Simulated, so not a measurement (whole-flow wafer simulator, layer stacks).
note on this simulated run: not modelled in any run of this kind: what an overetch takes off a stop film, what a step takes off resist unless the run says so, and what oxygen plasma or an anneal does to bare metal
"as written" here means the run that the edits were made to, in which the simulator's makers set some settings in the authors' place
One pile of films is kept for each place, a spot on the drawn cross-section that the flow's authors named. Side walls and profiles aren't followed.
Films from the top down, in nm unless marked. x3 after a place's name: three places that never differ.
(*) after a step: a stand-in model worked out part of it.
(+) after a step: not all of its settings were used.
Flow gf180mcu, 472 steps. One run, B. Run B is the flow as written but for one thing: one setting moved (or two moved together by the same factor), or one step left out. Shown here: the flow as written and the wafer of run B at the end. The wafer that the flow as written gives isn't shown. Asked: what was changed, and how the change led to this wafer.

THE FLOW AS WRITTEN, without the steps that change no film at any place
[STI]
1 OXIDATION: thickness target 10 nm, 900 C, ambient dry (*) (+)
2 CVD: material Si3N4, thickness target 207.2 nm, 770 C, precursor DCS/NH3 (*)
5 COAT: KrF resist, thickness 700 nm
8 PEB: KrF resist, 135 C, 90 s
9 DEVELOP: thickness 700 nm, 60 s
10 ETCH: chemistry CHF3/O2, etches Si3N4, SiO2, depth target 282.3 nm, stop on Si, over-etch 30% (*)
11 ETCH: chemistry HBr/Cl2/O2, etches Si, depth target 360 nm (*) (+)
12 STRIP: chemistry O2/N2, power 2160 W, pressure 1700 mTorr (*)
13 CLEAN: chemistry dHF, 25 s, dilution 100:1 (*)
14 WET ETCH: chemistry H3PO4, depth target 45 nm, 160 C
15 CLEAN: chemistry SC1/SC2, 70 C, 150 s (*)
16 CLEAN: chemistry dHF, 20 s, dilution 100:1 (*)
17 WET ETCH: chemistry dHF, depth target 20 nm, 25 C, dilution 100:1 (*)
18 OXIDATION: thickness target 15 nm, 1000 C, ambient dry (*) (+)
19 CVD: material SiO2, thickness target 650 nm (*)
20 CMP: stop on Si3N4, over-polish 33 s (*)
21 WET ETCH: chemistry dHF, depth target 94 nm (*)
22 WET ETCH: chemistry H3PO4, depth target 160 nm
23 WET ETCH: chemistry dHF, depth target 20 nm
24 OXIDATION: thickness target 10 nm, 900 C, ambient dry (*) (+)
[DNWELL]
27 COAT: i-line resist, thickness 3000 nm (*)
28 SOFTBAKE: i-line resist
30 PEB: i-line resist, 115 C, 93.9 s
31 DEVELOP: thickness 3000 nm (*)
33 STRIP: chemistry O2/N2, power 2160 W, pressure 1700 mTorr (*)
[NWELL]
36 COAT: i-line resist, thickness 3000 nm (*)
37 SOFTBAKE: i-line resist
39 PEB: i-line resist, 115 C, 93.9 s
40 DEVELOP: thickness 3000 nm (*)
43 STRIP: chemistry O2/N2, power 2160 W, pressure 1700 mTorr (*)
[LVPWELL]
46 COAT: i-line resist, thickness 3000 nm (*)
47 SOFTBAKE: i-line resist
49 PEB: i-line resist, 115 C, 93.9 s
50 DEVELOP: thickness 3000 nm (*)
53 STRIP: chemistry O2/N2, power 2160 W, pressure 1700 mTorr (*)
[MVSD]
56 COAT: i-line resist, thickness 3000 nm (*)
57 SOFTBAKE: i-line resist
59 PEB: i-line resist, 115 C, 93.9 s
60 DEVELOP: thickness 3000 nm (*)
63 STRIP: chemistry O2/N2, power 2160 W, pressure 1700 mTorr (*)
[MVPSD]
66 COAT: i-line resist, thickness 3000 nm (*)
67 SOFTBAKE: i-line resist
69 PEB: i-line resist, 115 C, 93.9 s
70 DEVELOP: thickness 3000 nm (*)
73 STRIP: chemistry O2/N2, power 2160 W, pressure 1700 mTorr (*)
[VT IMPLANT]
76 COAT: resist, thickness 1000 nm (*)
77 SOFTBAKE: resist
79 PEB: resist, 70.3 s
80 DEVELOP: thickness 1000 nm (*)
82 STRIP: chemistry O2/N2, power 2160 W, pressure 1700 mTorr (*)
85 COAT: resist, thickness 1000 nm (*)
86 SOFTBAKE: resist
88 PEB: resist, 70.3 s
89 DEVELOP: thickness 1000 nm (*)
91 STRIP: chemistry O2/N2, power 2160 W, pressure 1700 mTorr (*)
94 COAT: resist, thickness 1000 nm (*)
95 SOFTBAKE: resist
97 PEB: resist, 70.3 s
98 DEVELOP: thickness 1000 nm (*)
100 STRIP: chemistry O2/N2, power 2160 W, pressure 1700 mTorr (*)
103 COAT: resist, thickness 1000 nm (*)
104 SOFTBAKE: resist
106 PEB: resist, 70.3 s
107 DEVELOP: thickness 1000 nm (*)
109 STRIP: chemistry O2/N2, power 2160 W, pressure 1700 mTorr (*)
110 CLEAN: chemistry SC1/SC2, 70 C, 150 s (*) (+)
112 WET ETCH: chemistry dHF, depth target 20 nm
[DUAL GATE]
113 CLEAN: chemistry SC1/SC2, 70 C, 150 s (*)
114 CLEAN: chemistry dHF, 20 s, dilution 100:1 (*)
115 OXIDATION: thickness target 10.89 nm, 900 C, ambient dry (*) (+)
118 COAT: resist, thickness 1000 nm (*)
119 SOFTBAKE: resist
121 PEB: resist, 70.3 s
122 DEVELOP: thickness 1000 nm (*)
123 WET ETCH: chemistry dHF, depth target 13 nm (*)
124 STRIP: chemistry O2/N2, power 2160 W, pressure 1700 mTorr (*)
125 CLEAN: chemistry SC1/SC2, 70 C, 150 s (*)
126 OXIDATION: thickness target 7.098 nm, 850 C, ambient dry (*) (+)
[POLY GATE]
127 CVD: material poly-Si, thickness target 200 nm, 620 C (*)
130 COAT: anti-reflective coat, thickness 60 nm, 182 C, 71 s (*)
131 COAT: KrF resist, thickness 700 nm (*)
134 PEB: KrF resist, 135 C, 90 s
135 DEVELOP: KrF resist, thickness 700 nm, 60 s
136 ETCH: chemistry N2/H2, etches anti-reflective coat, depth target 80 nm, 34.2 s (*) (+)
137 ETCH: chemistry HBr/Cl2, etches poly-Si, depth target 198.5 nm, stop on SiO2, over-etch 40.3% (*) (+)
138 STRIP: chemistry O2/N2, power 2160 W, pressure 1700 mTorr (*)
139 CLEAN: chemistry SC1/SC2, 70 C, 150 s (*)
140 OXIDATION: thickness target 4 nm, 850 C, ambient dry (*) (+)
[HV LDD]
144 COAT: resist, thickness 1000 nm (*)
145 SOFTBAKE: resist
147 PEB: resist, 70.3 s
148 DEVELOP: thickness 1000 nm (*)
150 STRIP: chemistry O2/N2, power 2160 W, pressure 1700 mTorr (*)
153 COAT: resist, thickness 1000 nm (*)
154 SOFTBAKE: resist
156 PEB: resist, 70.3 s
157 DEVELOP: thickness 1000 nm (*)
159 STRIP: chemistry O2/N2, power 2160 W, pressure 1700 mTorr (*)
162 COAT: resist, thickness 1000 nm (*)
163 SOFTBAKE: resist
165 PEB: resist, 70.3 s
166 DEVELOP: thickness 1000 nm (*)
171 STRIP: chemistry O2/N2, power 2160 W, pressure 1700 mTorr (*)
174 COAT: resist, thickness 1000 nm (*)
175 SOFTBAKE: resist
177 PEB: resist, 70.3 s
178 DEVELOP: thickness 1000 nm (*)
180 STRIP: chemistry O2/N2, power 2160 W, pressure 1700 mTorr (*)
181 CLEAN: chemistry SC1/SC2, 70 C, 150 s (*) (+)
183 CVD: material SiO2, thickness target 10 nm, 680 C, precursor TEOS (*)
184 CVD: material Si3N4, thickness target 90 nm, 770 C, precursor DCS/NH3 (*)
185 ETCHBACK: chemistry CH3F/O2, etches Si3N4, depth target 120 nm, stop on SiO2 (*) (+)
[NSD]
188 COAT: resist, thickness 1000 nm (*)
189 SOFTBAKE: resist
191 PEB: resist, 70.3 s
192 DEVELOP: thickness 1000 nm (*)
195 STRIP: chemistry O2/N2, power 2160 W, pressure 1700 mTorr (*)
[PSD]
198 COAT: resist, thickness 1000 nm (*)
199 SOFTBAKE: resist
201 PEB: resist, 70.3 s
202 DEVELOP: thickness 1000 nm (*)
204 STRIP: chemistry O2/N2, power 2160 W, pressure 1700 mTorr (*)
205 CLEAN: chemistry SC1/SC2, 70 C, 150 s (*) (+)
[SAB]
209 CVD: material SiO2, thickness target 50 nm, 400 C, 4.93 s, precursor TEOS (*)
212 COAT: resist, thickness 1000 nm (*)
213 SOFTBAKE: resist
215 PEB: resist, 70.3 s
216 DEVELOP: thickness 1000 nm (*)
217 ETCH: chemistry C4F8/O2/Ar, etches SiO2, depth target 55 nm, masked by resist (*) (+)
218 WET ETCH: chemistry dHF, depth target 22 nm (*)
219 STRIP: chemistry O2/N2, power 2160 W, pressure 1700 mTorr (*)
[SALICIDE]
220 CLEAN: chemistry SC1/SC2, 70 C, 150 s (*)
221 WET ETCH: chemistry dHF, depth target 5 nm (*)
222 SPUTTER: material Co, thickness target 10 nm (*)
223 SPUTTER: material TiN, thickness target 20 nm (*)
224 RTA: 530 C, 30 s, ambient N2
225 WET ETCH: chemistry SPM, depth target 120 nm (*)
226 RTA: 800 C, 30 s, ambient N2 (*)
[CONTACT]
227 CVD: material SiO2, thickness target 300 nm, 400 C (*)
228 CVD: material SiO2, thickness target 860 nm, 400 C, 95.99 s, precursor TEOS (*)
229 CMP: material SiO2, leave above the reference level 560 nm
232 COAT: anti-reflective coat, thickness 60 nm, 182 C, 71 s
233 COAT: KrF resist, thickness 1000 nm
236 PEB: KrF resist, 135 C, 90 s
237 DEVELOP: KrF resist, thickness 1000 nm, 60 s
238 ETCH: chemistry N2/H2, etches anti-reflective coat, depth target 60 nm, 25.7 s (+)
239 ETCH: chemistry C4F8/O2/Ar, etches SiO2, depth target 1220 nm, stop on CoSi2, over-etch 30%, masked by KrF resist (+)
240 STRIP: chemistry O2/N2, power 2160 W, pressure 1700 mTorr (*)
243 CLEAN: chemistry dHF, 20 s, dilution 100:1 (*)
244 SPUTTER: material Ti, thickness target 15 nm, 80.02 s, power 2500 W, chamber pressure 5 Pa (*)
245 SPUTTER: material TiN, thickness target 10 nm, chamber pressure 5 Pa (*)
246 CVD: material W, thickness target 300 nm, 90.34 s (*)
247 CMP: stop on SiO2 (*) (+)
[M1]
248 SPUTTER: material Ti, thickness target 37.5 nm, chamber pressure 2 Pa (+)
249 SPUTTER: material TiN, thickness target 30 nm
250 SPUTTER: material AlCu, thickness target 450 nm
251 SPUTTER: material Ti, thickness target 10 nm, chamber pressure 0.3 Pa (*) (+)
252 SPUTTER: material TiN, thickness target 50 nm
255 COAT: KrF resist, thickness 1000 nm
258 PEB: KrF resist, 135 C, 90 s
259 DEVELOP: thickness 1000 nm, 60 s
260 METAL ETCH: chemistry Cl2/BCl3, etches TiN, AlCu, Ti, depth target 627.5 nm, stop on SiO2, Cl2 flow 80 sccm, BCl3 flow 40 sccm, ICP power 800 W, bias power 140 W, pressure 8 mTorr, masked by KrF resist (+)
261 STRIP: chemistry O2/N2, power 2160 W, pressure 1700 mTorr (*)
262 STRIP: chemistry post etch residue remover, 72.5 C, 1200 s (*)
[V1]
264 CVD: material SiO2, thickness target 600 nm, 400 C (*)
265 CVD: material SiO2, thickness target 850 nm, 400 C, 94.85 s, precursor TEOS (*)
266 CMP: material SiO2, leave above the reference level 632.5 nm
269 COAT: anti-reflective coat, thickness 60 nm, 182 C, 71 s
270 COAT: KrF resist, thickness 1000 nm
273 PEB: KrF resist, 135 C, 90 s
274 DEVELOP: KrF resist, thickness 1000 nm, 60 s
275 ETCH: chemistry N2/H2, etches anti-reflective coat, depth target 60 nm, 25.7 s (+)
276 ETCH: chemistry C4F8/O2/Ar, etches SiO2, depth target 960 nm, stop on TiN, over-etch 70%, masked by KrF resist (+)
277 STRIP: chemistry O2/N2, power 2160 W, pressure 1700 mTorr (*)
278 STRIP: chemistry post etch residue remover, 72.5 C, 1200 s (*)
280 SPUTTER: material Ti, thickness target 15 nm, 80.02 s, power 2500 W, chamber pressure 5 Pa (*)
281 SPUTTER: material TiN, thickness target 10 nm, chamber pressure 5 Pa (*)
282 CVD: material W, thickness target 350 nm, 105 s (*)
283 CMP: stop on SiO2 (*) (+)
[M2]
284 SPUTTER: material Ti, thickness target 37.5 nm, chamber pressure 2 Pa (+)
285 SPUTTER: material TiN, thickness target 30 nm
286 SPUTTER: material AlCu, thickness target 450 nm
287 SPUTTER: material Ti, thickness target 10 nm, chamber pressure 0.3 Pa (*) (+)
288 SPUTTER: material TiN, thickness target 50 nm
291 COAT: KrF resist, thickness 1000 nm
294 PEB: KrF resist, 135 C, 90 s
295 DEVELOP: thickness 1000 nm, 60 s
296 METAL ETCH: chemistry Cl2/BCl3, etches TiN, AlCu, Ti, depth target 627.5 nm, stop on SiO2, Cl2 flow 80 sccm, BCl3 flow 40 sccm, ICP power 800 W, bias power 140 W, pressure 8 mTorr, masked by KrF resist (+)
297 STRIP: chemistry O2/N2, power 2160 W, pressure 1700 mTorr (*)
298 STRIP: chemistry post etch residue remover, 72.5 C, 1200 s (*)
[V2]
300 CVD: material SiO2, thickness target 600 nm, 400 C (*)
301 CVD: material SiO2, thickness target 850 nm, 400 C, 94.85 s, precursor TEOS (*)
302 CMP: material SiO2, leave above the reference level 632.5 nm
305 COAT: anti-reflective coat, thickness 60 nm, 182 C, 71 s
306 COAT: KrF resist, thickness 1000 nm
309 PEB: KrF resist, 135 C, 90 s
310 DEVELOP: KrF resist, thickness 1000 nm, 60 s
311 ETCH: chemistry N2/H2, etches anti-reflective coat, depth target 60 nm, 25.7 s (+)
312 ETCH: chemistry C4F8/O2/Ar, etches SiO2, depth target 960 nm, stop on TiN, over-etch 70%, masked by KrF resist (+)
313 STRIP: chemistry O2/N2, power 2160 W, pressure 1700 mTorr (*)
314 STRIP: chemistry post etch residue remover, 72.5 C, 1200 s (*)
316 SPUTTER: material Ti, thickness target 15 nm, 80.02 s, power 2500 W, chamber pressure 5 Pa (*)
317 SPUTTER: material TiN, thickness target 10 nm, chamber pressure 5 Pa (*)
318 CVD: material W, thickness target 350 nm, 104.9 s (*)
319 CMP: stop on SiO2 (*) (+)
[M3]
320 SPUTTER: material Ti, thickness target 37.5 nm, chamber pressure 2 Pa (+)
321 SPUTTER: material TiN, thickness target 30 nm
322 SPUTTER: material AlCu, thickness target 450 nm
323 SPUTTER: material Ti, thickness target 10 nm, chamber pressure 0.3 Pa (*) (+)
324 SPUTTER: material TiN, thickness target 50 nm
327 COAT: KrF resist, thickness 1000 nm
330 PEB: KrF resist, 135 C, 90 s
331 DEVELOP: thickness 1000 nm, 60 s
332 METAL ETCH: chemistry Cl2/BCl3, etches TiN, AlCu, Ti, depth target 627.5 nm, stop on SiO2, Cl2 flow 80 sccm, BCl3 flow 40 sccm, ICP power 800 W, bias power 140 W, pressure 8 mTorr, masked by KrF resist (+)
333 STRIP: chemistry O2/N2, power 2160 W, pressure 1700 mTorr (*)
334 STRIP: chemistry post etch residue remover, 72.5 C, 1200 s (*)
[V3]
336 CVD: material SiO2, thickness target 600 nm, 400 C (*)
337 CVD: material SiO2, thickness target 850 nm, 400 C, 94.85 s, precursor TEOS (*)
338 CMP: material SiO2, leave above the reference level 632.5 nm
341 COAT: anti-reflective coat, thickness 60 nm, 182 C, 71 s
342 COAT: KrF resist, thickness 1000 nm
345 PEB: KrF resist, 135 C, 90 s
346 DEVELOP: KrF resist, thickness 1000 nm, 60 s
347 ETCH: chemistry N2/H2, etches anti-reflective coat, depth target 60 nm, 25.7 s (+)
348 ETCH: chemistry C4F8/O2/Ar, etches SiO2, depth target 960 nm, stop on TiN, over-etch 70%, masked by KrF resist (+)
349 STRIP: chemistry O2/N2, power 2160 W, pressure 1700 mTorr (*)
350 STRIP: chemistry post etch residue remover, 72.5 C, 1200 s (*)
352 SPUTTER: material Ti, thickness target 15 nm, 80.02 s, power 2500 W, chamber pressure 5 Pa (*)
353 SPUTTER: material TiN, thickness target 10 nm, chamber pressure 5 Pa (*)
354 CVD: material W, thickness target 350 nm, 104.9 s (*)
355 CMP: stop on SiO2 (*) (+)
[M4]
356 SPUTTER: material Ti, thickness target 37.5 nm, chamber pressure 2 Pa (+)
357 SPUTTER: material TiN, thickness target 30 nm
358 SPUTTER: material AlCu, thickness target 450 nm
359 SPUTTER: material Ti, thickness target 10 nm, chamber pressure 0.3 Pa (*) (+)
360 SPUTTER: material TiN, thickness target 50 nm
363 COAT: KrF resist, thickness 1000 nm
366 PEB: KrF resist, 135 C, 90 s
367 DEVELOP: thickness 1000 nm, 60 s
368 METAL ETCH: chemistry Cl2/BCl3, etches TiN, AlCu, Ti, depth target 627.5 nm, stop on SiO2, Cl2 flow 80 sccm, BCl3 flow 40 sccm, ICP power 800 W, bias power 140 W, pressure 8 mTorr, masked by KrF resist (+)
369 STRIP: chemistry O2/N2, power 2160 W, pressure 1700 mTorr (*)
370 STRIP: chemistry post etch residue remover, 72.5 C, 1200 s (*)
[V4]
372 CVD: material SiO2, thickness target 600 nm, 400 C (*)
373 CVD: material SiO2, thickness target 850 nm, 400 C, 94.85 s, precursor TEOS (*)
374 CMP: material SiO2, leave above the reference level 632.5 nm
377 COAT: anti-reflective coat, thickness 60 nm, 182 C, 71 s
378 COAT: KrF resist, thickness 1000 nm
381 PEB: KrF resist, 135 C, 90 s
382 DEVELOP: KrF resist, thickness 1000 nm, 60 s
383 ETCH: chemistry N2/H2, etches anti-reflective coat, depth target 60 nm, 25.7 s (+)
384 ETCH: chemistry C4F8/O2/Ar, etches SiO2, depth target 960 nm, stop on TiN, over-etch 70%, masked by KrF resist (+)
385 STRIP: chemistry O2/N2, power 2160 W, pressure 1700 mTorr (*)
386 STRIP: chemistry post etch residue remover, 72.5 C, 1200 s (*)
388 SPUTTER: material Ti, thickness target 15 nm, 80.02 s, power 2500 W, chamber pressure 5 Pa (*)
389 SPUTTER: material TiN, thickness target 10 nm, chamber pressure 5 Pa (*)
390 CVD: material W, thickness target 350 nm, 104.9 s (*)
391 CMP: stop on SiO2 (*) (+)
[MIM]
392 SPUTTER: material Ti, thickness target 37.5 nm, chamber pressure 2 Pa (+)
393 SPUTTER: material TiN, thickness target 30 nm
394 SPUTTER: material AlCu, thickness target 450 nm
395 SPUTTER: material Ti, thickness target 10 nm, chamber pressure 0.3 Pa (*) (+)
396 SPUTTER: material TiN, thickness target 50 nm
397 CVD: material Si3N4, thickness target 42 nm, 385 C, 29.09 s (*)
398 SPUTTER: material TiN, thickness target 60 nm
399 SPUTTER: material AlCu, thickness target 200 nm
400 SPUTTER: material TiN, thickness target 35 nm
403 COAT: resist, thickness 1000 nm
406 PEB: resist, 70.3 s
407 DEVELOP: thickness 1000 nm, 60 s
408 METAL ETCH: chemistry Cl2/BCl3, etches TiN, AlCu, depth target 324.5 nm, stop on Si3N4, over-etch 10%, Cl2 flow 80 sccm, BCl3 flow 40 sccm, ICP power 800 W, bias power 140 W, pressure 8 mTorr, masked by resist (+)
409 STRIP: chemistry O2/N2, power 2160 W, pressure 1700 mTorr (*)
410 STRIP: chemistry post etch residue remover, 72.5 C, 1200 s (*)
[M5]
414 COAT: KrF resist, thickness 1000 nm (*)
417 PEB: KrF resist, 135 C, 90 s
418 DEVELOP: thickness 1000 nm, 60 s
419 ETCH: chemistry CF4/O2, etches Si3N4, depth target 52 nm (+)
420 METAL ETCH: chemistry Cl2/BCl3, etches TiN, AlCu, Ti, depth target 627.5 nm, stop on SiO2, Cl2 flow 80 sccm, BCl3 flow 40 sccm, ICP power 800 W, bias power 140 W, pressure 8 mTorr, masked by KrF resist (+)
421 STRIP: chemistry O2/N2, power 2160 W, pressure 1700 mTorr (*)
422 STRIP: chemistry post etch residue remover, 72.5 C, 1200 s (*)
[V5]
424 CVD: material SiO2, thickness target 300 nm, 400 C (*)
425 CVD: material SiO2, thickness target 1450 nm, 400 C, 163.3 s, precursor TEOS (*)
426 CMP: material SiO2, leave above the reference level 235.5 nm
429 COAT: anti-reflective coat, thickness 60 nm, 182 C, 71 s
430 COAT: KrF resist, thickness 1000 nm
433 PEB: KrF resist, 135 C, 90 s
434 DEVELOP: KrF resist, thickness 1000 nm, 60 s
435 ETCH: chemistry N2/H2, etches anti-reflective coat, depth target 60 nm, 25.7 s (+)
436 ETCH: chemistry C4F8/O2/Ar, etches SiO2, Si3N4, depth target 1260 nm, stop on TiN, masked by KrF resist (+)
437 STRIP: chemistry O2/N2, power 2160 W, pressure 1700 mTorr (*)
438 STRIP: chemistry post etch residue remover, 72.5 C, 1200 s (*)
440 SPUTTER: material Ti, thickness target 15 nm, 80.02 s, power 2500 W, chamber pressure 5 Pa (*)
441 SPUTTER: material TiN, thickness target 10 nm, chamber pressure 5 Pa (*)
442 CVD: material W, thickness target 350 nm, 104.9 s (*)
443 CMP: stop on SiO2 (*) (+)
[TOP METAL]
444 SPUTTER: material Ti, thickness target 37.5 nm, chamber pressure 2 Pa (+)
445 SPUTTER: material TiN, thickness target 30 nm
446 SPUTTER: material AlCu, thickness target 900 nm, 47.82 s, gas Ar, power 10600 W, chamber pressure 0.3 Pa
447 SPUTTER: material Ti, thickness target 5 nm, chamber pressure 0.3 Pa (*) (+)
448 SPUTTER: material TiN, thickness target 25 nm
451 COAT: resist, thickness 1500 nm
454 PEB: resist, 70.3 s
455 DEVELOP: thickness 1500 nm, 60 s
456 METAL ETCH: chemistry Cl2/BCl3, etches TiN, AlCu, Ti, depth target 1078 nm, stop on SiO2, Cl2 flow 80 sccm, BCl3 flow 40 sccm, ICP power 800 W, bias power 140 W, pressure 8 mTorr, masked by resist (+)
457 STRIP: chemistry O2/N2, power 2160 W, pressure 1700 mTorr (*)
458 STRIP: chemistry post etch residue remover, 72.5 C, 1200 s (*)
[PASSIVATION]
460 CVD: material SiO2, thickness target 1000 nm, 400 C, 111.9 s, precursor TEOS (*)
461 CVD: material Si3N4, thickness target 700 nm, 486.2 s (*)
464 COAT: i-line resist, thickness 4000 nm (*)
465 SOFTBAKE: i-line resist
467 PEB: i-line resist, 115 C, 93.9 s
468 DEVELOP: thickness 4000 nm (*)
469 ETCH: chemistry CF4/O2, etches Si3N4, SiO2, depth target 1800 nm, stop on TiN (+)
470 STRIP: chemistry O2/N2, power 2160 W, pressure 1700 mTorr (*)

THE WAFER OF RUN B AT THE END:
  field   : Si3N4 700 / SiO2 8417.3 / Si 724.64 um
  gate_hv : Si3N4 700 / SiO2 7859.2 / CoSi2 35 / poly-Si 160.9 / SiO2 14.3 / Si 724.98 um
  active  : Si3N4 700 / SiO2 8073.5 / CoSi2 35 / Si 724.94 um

The cause: step 229, CMP: leave above the reference level 750 nm was run, where the flow has leave above the reference level 560 nm.

How the change led to this, step by step:
  229 CMP: material SiO2, leave above the reference level 560 nm
      gate_hv, gate_nat, ld_gate_n and 11 more: SiO2 -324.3 (as written it would be: SiO2 -514.3)
      ldn_sep__w1, ldn_sep__w2, ldn_dft and 8 more: SiO2 -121 (as written it would be: SiO2 -311)
      (and at 86 more places)
  239 ETCH: chemistry C4F8/O2/Ar, etches SiO2, depth target 1220 nm, stop on CoSi2, over-etch 30%, masked by KrF resist (+)
      field, field__w1, field__w2 and 105 more: KrF resist -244 (as written it would be: KrF resist -223.5)
      polyc_n, polyc_p: SiO2 -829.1 (all of it) (as written it would be: SiO2 -639.1 (all of it))
      (and at 1 more place)
  240 STRIP: chemistry O2/N2, power 2160 W, pressure 1700 mTorr (*)
      field, field__w1, field__w2 and 105 more: KrF resist -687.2 (all of it), anti-reflective coat -60 (all of it) (as written it would be: KrF resist -707.7 (all of it), anti-reflective coat -60 (all of it))
  244 SPUTTER: material Ti, thickness target 15 nm, 80.02 s, power 2500 W, chamber pressure 5 Pa (*)
      contact: Ti +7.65 (new film) (as written it would be: Ti +8.55 (new film))
  245 SPUTTER: material TiN, thickness target 10 nm, chamber pressure 5 Pa (*)
      contact: TiN +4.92 (new film) (as written it would be: TiN +5.48 (new film))
  246 CVD: material W, thickness target 300 nm, 90.34 s (*)
      polyc_n, polyc_p: W +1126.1 (new film) (as written it would be: W +936.1 (new film))
      contact: W +1359 (new film) (as written it would be: W +1167.5 (new film))
